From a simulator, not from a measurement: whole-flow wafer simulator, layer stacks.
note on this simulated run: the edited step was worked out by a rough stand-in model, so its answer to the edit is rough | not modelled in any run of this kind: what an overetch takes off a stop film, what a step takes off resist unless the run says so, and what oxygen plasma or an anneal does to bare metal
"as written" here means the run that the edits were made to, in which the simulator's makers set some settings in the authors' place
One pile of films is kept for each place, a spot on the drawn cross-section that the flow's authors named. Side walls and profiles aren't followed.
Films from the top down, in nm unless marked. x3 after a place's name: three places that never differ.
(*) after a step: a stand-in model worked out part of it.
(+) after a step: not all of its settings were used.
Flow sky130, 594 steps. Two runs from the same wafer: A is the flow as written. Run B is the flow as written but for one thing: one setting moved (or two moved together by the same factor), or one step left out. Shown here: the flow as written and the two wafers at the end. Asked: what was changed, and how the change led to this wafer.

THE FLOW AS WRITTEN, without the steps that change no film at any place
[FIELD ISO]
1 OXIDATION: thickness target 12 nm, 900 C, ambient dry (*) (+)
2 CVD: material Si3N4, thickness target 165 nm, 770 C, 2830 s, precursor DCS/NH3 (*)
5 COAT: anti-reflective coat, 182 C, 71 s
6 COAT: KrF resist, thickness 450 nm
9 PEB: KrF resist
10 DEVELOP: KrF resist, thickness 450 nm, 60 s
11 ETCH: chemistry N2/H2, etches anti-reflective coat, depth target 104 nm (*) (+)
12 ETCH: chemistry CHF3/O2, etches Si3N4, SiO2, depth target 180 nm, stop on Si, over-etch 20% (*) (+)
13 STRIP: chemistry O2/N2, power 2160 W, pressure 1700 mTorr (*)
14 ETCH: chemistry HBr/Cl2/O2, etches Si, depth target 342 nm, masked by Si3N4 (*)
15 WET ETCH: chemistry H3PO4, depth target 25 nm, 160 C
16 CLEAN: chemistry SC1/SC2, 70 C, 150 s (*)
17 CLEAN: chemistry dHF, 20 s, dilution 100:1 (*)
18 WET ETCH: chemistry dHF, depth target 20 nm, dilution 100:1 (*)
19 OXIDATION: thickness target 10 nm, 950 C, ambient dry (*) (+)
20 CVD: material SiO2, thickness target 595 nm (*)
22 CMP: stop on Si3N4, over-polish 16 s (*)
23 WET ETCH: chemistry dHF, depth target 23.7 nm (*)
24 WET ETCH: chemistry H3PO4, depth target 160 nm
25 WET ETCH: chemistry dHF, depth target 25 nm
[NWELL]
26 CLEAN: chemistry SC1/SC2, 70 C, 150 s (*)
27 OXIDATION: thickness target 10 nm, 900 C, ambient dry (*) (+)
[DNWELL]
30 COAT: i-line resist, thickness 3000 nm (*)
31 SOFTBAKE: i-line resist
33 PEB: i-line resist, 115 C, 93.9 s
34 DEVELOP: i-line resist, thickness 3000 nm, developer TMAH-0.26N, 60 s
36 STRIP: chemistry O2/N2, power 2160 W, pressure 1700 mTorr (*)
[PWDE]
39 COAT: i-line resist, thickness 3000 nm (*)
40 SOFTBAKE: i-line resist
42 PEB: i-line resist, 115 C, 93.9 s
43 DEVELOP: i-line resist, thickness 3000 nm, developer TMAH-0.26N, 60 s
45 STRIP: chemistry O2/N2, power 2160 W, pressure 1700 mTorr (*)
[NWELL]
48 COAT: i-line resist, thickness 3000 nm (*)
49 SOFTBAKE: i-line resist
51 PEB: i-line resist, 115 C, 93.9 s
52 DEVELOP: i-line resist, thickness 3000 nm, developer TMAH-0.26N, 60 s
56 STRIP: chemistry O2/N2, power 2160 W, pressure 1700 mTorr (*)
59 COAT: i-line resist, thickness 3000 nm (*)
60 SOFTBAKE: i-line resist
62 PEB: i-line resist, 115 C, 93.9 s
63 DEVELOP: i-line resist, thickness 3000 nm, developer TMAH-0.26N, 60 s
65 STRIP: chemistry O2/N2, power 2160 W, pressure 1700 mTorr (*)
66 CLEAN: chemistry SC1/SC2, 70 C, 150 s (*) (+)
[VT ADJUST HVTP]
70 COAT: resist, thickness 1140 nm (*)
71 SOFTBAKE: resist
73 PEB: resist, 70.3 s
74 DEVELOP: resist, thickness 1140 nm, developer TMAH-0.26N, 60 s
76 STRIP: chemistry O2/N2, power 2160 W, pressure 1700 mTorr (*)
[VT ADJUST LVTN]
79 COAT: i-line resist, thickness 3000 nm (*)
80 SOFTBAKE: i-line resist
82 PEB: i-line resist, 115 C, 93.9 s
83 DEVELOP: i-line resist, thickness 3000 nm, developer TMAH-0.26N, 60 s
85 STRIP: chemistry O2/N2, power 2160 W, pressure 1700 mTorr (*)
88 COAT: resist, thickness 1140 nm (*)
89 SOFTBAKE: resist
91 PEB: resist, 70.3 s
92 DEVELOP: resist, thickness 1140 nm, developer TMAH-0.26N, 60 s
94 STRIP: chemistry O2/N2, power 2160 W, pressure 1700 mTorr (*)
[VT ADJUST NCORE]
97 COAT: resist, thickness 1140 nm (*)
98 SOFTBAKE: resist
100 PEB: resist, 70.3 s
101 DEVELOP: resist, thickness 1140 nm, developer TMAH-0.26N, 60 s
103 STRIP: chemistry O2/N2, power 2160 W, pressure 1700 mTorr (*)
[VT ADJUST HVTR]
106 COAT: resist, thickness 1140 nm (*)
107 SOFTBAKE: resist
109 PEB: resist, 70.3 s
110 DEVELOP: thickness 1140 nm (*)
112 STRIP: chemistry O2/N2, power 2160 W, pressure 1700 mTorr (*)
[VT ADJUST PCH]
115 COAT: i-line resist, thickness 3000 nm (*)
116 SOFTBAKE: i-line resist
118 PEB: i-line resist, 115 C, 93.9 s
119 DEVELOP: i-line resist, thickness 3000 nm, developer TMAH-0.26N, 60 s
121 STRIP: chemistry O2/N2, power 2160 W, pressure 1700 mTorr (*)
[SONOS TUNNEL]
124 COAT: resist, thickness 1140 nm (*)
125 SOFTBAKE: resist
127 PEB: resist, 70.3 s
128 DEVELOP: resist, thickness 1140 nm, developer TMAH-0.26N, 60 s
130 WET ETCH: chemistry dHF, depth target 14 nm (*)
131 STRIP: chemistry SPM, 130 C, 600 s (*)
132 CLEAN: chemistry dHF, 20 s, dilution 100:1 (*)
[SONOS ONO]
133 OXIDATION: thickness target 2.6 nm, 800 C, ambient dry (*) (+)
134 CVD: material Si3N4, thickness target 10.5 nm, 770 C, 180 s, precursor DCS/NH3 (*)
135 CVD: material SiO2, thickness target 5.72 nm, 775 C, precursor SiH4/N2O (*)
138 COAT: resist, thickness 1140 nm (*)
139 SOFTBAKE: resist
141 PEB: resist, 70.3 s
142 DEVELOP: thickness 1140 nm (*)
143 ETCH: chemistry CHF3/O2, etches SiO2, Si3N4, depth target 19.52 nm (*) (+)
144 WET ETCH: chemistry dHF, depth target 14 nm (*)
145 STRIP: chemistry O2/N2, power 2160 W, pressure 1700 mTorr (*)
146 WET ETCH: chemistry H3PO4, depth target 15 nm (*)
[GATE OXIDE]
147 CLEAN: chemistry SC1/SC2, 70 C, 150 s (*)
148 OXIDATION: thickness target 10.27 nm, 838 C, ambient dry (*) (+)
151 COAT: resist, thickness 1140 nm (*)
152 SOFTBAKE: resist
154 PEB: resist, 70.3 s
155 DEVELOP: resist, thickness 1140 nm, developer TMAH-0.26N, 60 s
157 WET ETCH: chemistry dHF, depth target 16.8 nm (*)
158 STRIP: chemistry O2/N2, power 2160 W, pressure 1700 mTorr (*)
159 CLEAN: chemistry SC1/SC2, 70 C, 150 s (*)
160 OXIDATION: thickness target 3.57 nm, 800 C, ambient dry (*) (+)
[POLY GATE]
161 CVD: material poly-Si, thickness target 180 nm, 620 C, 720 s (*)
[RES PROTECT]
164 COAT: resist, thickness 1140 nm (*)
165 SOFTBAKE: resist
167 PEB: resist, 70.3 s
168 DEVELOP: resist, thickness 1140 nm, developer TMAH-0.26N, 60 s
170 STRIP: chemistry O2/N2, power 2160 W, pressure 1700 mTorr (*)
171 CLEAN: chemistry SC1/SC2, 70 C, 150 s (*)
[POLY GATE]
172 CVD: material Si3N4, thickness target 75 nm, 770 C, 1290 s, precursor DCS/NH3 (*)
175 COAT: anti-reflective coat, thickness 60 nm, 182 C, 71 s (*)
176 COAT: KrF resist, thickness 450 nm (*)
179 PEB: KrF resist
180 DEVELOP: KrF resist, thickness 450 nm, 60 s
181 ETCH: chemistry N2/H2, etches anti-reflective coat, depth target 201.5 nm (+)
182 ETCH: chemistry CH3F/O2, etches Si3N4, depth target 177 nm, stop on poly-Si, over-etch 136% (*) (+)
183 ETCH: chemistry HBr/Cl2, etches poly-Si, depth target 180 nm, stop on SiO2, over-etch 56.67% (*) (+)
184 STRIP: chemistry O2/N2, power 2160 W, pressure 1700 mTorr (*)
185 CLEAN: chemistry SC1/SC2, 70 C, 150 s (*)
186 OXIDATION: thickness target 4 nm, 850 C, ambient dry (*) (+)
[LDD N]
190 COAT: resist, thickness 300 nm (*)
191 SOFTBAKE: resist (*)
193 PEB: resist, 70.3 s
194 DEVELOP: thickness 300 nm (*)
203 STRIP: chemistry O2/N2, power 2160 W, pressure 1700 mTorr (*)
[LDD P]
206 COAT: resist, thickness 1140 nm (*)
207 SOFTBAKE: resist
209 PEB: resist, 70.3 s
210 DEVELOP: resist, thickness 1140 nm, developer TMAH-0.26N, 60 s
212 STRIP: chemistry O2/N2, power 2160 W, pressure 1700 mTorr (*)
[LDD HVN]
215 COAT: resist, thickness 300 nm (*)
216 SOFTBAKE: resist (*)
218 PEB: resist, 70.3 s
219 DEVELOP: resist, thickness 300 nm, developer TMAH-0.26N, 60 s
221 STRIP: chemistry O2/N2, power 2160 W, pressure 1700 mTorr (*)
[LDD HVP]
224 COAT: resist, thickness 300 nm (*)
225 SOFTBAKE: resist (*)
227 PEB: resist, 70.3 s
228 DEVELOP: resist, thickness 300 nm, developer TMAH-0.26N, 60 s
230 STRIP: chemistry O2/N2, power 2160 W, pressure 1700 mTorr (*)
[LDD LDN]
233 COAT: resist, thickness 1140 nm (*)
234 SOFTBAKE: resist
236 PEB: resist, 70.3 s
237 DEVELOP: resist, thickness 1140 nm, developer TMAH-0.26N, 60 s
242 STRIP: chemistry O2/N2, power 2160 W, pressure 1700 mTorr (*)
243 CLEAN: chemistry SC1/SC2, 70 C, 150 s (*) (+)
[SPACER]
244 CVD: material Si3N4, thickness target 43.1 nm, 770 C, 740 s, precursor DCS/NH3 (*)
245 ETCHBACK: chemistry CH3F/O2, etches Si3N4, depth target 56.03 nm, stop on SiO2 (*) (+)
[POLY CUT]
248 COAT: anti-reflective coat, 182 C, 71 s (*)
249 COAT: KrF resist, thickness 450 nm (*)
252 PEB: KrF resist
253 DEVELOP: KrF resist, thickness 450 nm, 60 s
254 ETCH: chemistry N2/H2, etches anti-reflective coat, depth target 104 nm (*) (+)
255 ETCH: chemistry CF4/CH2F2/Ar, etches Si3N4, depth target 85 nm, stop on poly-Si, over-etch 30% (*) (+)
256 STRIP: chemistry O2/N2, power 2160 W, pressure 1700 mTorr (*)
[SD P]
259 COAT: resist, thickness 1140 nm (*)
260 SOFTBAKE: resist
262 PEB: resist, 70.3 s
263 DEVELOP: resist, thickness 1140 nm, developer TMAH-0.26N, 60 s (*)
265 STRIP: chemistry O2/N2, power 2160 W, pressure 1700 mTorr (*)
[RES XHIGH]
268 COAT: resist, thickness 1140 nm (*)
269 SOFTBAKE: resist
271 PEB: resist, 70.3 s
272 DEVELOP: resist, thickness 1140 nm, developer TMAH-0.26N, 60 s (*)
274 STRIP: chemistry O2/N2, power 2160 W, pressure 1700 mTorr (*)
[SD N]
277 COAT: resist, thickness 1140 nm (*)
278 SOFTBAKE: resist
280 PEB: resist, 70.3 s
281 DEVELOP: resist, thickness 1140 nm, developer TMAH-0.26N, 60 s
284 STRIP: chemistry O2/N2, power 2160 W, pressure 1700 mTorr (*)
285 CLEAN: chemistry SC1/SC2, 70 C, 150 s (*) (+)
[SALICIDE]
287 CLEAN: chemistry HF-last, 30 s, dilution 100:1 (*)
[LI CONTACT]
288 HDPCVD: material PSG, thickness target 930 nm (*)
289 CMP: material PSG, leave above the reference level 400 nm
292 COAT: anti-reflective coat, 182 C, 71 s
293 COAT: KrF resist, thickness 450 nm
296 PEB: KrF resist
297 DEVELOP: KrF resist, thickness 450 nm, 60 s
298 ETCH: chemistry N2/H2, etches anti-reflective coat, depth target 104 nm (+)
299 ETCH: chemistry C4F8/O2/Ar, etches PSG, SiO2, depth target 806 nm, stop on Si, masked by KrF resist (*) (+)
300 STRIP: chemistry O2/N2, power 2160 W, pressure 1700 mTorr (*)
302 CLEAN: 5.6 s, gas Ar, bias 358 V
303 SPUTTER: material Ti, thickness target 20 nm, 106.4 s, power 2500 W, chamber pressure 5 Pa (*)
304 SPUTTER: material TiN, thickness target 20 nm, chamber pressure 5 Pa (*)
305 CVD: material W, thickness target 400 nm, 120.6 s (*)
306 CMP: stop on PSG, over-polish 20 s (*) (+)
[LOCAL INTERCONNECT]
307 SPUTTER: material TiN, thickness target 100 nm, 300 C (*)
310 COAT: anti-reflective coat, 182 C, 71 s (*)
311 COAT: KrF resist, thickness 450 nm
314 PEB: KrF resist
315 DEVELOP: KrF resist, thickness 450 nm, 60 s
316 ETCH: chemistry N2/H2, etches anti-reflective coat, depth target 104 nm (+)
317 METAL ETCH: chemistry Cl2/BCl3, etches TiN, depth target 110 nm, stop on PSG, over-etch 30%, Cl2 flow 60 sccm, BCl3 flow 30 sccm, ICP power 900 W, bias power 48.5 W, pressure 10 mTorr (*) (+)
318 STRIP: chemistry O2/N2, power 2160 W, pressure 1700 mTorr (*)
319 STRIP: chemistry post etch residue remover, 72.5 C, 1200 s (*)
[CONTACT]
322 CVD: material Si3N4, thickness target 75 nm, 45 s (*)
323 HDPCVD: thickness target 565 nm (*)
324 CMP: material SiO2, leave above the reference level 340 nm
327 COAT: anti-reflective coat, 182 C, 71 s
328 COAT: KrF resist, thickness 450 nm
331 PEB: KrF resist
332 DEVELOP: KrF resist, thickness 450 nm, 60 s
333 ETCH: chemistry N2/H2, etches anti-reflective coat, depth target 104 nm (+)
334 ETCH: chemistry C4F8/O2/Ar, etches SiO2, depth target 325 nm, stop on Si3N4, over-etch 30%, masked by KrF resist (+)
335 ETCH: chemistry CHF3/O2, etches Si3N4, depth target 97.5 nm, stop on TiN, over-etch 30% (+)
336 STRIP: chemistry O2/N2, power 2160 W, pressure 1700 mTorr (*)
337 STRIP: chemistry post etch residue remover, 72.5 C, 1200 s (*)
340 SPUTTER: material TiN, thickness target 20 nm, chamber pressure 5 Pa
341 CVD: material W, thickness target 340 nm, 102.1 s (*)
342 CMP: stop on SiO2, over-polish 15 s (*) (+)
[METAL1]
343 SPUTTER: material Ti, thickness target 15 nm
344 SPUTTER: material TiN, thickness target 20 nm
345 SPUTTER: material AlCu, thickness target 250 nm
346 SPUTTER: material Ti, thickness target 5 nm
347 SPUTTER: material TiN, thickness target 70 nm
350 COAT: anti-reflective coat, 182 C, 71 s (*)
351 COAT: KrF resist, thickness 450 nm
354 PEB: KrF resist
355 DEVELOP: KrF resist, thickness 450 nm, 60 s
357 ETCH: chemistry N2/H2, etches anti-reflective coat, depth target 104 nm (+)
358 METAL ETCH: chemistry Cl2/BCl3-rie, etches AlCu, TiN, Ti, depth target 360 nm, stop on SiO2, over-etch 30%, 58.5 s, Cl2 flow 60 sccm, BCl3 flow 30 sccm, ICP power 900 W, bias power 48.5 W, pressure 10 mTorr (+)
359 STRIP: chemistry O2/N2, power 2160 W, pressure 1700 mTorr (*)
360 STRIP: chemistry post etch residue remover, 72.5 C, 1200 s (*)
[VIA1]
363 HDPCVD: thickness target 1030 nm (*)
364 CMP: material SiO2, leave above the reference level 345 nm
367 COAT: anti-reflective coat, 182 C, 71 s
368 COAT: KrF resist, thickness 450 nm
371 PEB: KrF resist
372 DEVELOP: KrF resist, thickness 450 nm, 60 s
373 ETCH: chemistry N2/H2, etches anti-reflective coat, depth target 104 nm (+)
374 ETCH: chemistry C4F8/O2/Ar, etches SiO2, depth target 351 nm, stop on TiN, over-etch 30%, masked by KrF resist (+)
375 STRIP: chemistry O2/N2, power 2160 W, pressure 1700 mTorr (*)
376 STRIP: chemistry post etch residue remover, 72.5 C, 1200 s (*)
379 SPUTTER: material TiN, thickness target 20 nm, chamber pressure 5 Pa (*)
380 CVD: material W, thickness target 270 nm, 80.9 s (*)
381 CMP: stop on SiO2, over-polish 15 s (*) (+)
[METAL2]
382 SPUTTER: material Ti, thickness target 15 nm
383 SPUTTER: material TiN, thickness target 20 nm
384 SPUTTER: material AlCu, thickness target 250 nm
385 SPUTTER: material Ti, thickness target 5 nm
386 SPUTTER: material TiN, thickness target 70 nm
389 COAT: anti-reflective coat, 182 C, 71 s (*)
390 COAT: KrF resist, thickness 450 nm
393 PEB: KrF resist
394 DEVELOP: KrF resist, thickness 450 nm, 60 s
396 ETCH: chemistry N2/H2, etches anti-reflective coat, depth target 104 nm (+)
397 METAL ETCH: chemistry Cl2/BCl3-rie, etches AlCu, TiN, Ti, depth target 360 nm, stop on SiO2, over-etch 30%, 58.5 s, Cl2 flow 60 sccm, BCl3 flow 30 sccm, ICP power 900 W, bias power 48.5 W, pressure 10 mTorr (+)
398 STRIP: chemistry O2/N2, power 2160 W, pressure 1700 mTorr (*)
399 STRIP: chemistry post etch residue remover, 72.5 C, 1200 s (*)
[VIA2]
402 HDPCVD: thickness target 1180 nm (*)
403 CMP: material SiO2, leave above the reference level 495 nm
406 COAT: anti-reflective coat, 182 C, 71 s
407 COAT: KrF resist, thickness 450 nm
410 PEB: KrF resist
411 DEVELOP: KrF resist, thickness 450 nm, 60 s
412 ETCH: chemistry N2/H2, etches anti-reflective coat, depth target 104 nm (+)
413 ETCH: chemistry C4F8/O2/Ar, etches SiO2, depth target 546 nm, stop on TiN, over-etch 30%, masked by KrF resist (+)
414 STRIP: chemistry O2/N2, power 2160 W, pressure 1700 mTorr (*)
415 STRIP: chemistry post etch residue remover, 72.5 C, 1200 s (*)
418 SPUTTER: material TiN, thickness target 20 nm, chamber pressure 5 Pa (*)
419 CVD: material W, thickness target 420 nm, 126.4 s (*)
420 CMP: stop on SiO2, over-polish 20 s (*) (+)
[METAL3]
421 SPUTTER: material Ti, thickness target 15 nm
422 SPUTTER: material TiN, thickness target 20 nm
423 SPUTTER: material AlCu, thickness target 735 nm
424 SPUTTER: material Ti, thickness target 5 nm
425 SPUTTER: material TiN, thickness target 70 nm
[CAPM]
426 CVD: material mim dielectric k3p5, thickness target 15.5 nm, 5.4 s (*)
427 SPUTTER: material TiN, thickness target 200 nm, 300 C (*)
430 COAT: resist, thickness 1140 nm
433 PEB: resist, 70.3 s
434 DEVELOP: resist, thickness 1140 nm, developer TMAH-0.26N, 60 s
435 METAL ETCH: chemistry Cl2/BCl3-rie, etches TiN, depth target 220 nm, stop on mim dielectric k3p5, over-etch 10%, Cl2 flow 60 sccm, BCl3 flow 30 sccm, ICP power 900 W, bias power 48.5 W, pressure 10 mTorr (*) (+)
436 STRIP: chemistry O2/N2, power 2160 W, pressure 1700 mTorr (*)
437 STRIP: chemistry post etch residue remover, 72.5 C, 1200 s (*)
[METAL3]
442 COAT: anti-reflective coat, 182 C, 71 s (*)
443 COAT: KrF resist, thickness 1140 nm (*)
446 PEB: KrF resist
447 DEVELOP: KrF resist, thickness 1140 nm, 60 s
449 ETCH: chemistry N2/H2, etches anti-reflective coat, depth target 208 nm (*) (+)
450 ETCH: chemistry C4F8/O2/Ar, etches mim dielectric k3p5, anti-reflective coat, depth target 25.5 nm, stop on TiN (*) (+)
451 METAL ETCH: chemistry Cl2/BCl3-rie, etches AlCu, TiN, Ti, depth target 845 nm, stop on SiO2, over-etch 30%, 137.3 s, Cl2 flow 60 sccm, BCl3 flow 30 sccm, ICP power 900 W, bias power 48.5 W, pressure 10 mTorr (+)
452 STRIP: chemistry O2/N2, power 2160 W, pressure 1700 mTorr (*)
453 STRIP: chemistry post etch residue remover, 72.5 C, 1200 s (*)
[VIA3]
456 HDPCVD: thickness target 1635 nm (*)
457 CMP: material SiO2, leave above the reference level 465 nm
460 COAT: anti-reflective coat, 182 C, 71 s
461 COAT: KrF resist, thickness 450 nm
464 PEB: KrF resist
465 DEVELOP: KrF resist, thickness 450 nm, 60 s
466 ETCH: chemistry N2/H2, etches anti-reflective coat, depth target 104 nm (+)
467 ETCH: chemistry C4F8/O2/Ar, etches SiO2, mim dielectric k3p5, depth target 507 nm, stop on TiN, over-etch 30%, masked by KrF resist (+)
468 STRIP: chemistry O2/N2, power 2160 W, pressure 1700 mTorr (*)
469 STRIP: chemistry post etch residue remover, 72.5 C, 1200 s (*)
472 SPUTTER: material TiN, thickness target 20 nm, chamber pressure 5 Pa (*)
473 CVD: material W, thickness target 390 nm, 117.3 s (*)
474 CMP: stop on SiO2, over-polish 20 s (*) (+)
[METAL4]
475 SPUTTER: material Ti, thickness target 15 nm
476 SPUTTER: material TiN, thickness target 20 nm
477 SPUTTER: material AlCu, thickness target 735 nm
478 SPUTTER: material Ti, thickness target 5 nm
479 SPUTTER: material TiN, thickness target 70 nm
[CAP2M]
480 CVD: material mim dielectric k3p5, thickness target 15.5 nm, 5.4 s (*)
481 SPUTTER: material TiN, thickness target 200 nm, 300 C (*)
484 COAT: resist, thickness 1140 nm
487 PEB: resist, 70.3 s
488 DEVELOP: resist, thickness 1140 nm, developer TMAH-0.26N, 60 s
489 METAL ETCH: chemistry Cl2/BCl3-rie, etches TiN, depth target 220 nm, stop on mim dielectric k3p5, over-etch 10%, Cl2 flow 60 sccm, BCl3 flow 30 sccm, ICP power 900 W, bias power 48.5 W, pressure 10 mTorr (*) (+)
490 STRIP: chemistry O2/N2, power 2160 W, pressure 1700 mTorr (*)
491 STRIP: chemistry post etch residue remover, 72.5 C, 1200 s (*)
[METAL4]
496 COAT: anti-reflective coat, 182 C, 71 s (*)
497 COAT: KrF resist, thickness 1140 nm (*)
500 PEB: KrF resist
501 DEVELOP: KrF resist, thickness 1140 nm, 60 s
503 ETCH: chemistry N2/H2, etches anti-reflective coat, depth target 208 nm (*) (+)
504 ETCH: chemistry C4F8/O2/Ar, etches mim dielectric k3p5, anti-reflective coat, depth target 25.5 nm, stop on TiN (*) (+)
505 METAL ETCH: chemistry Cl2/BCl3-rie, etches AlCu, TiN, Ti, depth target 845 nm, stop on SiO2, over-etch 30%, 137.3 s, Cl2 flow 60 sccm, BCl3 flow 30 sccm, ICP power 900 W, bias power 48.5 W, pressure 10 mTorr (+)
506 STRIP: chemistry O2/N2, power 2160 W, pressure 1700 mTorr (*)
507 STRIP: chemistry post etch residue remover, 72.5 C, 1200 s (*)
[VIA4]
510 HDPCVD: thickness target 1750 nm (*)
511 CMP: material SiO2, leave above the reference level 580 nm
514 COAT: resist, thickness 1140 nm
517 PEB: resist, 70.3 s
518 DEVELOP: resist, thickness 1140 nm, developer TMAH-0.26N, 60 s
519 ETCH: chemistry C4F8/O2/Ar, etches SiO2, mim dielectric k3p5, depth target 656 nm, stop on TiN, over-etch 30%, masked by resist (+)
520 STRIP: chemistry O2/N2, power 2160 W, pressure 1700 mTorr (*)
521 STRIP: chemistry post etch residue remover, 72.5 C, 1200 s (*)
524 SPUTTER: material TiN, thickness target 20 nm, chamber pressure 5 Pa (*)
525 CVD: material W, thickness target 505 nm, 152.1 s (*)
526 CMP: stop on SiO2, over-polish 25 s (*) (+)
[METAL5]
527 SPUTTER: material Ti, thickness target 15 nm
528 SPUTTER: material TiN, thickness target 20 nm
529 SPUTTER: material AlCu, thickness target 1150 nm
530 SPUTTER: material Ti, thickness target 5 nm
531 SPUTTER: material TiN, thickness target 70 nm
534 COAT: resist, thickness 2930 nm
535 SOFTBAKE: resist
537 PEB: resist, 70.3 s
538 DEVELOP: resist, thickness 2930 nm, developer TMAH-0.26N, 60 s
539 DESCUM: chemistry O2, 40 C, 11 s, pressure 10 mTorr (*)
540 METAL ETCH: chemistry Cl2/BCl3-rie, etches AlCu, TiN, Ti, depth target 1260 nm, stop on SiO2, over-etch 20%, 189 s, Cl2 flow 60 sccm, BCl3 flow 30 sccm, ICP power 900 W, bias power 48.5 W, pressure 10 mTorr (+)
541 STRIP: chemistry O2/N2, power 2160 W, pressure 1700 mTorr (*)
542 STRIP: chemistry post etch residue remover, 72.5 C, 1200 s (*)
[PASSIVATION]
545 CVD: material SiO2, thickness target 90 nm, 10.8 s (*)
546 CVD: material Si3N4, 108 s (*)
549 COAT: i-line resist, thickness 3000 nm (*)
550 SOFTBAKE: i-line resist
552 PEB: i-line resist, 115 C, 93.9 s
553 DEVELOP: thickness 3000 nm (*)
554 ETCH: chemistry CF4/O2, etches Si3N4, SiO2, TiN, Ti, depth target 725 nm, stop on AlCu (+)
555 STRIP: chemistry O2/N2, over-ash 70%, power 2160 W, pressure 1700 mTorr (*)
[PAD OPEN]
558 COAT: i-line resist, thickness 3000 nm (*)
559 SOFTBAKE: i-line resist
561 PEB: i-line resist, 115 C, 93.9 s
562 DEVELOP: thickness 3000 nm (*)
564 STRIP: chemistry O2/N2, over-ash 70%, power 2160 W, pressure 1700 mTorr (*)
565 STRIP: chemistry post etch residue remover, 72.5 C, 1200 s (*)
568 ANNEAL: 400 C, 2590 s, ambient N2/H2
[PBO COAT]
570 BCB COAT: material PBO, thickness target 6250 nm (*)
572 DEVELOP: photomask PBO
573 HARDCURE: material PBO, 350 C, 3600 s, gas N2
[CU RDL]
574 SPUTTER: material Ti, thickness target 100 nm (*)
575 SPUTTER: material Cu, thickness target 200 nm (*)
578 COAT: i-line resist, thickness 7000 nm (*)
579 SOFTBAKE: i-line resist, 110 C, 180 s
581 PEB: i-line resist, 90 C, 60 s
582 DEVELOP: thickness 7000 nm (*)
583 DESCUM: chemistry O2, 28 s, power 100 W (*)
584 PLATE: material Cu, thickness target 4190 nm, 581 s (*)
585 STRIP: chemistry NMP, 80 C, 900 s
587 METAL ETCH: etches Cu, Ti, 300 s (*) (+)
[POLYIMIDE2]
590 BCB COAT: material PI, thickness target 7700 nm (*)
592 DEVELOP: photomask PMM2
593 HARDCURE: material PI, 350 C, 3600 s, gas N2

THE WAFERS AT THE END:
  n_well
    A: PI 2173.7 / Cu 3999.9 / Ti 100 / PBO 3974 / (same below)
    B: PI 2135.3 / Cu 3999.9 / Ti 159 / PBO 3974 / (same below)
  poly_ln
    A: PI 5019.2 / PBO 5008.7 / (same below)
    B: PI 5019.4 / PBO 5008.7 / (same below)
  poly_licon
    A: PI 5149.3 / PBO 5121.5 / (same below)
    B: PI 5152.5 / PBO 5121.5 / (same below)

The cause: step 574, SPUTTER: thickness target 159 nm was run, where the flow has thickness target 100 nm.
It can be read off the wafer: n_well has Ti 159, and step 574 as written asks for 100 nm.

How the change led to this, step by step:
  574 SPUTTER: material Ti, thickness target 100 nm (*)
      field, active, n_well and 190 more: A Ti +100 (new film) | B Ti +159 (new film)
  587 METAL ETCH: etches Cu, Ti, 300 s (*) (+)
      field, active, gate and 167 more: A Cu -200 (all of it), Ti -100 (all of it) | B Cu -200 (all of it), Ti -159 (all of it)
  590 BCB COAT: material PI, thickness target 7700 nm (*)
      de16_gate_nw: A PI +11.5 um (new film) | B PI +11.56 um (new film)
